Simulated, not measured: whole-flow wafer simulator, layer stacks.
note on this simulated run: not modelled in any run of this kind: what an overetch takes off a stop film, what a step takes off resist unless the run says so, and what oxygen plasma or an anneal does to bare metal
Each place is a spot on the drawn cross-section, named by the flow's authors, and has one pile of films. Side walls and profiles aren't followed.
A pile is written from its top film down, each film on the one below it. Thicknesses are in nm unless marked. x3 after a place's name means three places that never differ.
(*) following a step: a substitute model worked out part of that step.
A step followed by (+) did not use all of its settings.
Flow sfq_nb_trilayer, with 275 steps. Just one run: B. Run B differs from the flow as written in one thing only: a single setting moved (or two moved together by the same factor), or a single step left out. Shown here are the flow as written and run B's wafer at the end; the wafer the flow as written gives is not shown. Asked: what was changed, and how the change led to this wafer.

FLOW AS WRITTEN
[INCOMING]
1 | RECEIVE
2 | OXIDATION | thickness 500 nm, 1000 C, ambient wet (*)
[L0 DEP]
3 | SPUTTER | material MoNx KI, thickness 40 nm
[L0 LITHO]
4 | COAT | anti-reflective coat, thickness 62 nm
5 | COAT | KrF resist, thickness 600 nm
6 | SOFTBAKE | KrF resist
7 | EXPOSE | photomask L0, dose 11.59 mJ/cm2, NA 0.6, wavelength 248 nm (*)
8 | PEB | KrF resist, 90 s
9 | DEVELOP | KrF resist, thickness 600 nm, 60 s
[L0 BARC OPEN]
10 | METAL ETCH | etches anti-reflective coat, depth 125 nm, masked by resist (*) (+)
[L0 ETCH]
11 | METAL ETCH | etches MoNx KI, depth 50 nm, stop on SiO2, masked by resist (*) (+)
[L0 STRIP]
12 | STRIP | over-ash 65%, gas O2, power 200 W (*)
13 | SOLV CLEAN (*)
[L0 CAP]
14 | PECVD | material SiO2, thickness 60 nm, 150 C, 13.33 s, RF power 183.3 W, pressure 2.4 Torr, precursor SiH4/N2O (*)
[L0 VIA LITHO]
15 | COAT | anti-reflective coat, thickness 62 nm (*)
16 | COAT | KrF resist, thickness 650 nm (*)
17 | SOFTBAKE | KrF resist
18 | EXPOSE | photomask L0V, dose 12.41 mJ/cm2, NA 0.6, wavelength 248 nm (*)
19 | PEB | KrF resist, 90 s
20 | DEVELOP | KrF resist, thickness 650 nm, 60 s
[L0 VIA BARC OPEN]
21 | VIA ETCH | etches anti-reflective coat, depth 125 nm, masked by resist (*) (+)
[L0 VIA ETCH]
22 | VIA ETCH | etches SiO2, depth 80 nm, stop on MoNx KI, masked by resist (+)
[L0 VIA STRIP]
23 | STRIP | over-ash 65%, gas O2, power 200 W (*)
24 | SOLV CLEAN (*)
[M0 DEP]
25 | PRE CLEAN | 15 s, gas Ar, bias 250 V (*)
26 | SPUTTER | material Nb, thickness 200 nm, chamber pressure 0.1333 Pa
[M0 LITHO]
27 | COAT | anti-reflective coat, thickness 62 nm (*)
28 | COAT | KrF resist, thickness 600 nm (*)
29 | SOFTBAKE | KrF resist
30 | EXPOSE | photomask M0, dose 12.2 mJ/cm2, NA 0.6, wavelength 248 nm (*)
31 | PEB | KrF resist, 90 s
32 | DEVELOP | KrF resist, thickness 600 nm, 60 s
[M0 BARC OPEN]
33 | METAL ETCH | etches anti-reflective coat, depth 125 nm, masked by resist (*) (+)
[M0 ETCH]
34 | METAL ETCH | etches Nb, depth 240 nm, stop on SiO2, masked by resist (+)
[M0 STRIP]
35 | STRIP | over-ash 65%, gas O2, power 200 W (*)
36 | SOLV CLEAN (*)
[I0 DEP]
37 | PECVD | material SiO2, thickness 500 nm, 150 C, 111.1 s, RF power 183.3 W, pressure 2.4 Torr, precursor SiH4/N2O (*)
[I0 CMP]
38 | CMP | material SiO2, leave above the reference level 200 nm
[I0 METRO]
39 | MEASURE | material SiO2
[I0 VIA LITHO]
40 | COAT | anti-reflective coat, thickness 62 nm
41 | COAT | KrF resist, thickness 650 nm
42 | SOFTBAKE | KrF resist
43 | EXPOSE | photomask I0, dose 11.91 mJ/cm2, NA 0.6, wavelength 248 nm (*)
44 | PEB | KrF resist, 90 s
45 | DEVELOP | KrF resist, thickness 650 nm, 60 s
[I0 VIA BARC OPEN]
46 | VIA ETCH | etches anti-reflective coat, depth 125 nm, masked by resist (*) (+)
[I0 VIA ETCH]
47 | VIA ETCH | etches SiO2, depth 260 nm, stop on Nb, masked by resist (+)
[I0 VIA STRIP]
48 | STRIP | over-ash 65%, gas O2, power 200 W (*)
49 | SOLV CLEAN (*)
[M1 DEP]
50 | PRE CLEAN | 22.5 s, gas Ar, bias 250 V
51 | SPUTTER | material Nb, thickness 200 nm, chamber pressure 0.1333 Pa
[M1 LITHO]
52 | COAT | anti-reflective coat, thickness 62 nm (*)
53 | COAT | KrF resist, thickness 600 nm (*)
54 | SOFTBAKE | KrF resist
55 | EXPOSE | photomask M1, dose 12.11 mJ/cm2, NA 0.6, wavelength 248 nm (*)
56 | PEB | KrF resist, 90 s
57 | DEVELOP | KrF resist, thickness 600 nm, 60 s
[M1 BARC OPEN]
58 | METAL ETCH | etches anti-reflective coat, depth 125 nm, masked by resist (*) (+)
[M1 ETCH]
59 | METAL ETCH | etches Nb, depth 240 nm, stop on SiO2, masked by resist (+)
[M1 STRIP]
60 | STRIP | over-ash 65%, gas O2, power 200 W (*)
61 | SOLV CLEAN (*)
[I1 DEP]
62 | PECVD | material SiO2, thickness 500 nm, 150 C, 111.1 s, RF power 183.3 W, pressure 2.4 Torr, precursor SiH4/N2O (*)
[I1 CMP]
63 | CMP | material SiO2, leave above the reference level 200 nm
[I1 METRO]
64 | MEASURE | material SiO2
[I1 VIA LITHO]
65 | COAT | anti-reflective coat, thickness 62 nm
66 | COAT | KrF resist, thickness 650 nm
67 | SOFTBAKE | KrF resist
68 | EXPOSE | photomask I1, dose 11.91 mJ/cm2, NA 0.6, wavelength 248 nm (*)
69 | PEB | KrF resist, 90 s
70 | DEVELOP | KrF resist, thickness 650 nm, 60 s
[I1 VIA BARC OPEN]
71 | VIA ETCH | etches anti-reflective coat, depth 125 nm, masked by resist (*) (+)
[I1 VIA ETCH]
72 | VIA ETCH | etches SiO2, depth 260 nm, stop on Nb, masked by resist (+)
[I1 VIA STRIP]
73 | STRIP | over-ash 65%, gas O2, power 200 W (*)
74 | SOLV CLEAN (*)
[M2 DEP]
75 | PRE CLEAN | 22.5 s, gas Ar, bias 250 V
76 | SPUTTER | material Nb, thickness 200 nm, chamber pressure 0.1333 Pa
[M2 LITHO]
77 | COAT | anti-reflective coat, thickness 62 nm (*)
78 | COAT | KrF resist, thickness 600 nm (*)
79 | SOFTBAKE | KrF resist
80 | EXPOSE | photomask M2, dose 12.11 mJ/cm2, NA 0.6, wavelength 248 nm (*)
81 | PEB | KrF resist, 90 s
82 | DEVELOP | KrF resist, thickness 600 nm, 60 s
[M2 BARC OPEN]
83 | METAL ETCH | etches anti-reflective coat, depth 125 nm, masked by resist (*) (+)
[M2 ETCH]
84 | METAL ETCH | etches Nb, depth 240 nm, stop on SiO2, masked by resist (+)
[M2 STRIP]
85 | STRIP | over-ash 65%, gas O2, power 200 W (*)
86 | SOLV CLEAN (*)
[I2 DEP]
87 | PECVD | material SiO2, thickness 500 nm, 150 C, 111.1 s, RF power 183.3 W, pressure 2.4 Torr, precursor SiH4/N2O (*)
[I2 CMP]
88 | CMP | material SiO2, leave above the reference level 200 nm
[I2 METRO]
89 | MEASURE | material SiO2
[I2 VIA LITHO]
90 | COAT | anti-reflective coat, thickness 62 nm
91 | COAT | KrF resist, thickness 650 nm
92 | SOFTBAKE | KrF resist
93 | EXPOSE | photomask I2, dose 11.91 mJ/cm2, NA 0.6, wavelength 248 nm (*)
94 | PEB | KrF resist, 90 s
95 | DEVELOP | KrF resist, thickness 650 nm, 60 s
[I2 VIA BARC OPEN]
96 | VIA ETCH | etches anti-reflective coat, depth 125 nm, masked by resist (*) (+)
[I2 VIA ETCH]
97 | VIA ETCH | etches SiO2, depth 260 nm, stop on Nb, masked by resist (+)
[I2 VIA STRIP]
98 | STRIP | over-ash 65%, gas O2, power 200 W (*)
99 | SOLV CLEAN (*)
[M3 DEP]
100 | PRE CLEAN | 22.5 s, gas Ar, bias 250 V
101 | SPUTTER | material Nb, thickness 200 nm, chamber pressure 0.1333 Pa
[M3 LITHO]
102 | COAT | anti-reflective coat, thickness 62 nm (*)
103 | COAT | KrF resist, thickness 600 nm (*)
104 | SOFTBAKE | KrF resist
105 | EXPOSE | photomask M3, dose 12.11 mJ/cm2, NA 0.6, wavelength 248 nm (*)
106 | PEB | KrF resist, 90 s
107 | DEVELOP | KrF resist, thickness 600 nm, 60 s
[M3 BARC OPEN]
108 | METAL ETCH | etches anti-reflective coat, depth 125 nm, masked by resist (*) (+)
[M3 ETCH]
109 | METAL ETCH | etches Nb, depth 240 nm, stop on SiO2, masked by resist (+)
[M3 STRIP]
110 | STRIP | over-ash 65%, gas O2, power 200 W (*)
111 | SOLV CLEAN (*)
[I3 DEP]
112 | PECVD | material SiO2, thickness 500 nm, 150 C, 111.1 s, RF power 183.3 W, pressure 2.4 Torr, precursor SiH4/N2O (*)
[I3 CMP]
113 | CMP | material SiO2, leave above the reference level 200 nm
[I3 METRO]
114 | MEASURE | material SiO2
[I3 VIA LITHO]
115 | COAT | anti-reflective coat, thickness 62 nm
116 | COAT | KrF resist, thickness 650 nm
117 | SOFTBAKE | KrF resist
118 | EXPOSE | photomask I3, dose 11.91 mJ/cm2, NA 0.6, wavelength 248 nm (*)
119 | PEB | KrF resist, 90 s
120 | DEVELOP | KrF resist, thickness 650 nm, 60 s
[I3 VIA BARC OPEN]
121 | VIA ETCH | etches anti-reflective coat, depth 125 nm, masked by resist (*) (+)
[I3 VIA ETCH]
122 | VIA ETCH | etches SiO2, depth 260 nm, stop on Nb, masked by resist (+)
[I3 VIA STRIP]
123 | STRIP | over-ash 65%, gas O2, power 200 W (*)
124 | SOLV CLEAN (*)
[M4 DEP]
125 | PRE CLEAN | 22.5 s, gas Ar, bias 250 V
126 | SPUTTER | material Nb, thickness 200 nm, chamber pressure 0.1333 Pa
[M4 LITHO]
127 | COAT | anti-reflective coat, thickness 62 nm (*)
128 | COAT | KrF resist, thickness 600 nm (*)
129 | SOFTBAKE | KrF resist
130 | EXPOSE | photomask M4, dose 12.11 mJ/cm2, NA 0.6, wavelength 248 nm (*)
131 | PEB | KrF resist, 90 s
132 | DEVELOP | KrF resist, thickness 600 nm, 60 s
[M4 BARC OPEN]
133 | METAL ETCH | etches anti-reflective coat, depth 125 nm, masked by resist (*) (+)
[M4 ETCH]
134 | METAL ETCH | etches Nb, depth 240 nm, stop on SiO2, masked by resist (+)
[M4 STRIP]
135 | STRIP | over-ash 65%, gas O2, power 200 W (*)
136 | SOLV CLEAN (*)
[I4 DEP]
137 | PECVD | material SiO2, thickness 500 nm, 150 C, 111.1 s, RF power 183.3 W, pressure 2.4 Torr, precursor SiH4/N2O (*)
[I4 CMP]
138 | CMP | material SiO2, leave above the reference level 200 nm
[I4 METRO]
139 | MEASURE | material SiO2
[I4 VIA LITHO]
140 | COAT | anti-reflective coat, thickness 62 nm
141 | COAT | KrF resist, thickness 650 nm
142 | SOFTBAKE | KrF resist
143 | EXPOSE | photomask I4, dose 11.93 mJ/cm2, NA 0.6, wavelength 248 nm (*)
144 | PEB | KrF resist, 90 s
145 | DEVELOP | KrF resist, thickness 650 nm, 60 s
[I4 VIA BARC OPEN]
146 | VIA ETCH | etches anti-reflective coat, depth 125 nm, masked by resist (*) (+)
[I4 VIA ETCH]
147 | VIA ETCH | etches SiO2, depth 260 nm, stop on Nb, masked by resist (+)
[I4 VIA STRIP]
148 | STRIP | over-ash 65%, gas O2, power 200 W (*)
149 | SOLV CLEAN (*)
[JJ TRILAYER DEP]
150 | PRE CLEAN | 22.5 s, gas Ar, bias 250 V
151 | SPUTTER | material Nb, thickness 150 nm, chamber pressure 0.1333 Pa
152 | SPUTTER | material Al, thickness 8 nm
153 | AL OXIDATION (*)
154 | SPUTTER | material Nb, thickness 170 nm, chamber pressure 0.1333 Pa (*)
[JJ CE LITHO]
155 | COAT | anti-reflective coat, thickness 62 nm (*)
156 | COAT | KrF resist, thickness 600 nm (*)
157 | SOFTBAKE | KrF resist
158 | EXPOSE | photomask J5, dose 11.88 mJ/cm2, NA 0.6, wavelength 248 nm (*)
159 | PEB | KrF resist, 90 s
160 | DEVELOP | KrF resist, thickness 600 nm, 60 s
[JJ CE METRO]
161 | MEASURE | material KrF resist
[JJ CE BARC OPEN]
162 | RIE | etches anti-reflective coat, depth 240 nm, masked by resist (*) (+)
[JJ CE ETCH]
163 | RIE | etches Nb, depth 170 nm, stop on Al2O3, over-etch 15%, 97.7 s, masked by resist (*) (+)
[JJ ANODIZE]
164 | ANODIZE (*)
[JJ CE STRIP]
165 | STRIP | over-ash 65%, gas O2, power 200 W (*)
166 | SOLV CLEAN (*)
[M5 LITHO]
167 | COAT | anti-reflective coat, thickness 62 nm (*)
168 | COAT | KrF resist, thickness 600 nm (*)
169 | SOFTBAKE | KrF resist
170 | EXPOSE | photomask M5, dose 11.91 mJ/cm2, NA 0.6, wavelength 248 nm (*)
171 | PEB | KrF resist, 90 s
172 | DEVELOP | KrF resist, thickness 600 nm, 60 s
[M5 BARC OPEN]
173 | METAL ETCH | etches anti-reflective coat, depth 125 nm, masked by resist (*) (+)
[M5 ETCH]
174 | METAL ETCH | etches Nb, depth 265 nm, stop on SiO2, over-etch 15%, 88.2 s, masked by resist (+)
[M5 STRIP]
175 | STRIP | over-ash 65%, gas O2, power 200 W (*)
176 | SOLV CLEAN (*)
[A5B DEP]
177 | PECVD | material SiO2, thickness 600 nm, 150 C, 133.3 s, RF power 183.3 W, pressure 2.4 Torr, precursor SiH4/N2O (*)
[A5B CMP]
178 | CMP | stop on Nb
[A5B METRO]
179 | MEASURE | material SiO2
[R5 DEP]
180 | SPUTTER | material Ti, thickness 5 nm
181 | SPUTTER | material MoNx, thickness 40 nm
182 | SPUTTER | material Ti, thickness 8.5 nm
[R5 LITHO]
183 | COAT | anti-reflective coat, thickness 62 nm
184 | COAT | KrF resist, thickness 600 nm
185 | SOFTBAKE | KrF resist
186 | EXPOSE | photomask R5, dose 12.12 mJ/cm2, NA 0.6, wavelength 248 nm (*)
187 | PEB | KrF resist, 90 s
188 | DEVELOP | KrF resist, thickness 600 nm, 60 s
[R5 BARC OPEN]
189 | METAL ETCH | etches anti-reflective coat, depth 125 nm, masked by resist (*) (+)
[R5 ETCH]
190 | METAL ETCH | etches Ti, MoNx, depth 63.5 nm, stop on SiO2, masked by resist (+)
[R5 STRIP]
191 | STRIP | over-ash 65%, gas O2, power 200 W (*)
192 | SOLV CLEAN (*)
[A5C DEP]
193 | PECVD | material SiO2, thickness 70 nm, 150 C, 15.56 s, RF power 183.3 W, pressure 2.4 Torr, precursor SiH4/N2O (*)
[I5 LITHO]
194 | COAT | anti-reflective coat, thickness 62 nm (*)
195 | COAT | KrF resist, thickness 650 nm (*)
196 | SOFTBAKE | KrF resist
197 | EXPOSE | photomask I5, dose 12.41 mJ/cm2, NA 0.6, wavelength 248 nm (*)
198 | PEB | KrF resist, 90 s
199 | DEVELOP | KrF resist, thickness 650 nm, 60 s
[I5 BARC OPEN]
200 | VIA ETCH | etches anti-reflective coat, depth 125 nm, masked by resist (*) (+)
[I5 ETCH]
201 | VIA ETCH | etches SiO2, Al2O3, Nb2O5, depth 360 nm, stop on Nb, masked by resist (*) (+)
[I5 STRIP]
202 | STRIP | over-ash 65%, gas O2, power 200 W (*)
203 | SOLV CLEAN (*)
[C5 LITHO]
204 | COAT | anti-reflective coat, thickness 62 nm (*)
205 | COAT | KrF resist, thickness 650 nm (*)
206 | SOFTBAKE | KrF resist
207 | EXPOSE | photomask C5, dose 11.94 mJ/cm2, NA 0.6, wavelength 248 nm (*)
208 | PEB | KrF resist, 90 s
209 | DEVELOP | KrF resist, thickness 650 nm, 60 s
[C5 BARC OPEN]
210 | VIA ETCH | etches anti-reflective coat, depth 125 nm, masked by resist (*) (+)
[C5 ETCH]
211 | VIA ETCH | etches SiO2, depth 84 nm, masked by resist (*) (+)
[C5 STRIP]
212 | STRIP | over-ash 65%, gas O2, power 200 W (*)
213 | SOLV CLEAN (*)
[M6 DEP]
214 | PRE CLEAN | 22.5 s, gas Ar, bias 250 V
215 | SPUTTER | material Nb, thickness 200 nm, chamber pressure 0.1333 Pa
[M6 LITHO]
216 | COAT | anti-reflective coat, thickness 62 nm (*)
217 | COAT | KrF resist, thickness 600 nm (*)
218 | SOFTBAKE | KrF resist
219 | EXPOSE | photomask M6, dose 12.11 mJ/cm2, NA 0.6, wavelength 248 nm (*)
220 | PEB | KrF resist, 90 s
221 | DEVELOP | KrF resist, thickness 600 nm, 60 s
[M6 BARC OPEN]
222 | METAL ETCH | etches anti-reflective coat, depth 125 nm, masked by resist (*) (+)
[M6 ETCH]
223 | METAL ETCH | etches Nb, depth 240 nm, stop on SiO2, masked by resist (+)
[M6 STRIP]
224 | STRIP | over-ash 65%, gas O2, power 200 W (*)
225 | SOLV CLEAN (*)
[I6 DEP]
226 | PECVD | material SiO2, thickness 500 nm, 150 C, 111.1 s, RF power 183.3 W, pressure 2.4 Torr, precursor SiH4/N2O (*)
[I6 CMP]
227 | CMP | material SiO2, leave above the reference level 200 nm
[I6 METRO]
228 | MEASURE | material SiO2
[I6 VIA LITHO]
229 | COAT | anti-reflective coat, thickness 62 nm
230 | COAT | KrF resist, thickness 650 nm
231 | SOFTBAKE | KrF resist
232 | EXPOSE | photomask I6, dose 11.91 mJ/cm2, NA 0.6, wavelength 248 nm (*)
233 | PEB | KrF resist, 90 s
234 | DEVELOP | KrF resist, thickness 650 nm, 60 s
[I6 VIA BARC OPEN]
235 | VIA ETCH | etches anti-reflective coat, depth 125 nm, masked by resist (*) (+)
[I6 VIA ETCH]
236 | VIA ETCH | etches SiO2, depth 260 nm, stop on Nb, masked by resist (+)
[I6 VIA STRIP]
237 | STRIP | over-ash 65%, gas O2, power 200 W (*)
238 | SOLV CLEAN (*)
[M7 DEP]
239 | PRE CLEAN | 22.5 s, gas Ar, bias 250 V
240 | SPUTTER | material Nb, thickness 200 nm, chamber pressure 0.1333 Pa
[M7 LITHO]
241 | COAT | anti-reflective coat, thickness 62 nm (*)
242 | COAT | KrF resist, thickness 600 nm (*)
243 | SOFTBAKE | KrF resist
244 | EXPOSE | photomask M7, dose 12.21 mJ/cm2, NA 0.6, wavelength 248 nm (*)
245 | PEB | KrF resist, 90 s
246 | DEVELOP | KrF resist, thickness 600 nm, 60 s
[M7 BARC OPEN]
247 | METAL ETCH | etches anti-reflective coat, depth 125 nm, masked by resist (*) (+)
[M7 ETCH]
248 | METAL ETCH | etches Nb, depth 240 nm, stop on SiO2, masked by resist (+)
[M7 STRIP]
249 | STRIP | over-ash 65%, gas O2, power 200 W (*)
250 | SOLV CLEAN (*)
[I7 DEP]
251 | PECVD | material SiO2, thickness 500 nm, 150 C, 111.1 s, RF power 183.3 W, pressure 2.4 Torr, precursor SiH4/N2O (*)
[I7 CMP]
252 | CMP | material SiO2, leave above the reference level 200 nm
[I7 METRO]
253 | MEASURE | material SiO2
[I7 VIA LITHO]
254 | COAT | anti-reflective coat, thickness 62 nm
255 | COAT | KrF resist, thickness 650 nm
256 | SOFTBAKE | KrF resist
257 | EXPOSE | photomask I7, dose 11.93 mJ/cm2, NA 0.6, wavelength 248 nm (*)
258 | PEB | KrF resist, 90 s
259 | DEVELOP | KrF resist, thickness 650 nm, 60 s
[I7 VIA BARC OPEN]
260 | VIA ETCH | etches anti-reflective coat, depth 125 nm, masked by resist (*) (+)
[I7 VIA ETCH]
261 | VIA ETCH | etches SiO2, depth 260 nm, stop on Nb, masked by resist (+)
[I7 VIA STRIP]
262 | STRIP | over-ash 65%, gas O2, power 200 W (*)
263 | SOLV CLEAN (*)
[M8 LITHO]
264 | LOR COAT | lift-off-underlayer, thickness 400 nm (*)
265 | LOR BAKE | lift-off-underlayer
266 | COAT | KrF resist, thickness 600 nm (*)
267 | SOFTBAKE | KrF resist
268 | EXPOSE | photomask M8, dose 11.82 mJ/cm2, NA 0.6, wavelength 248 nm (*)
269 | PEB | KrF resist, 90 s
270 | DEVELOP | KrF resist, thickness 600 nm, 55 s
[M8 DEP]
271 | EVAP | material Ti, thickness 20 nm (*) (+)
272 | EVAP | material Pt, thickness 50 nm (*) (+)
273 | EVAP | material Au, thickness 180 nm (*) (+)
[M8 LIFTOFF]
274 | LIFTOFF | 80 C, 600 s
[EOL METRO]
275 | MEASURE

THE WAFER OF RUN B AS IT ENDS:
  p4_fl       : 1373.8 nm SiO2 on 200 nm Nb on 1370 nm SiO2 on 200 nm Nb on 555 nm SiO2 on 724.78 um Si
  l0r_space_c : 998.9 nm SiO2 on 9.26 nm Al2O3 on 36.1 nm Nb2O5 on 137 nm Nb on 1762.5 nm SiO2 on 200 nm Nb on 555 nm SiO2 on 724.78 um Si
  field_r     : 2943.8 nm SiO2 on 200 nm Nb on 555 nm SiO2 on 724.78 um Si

Cause: step 152, SPUTTER: thickness 5.92 nm was run, whereas the flow has thickness 8 nm.

The path from the change to this, step by step:
  152 | SPUTTER | material Al, thickness 8 nm
      field_l, v_sur, via_sp and 100 more: Al gains 5.92 (new film) (it would be, as written: Al gains 8 (new film))
      via_wl, via_wr: Al gains 3.8 (new film) (it would be, as written: Al gains 5.14 (new film))
      (as well as at 1 more place)
  164 | ANODIZE (*)
      field_l, v_sur, via_sp and 96 more: Al2O3 gains 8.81, Nb2O5 gains 36.1 (new film), Al loses 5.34 (all of it), Nb loses 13 (it would be, as written: Al2O3 gains 12.2, Nb2O5 gains 29.9 (new film), Al loses 7.42 (all of it), Nb loses 10.8)
      via_wl, via_wr: Al2O3 gains 5.32 (new film), Nb2O5 gains 43.1 (new film), Al loses 3.22 (all of it), Nb loses 15.5 (it would be, as written: Al2O3 gains 7.52 (new film), Nb2O5 gains 39.2 (new film), Al loses 4.56 (all of it), Nb loses 14.1)
      (as well as at 1 more place)
  167 | COAT | anti-reflective coat, thickness 62 nm (*)
      ce_l: anti-reflective coat gains 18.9 (new film) (it would be, as written: anti-reflective coat gains 19.6 (new film))
      ce_r: anti-reflective coat gains 19 (new film) (it would be, as written: anti-reflective coat gains 19.7 (new film))
  174 | METAL ETCH | etches Nb, depth 265 nm, stop on SiO2, over-etch 15%, 88.2 s, masked by resist (+)
      r_sur, res, r_end and 48 more: Al2O3 loses 9.2 (all of it), Nb2O5 loses 36.1 (all of it), Nb loses 137 (all of it), SiO2 loses 12.2 (it would be, as written: Al2O3 loses 12.6 (all of it), Nb2O5 loses 29.9 (all of it), Nb loses 139.2 (all of it), SiO2 loses 12.3)
      field_l, wl_a_sl: Al2O3 loses 9.19 (all of it), Nb2O5 loses 36.1 (all of it), Nb loses 137 (all of it), SiO2 loses 12.2 (it would be, as written: Al2O3 loses 12.6 (all of it), Nb2O5 loses 29.9 (all of it), Nb loses 139.2 (all of it), SiO2 loses 12.3)
  175 | STRIP | over-ash 65%, gas O2, power 200 W (*)
      ce_l: KrF resist loses 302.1 (all of it), anti-reflective coat loses 18.9 (all of it) (it would be, as written: KrF resist loses 299.6 (all of it), anti-reflective coat loses 19.6 (all of it))
      ce_r: KrF resist loses 302.4 (all of it), anti-reflective coat loses 19 (all of it) (it would be, as written: KrF resist loses 299.9 (all of it), anti-reflective coat loses 19.7 (all of it))
  201 | VIA ETCH | etches SiO2, Al2O3, Nb2O5, depth 360 nm, stop on Nb, masked by resist (*) (+)
      be: SiO2 loses 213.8 (all of it), Al2O3 loses 9.26 (all of it), Nb2O5 loses 36.1 (all of it) (it would be, as written: SiO2 loses 216.4 (all of it), Al2O3 loses 12.7 (all of it), Nb2O5 loses 29.9 (all of it))
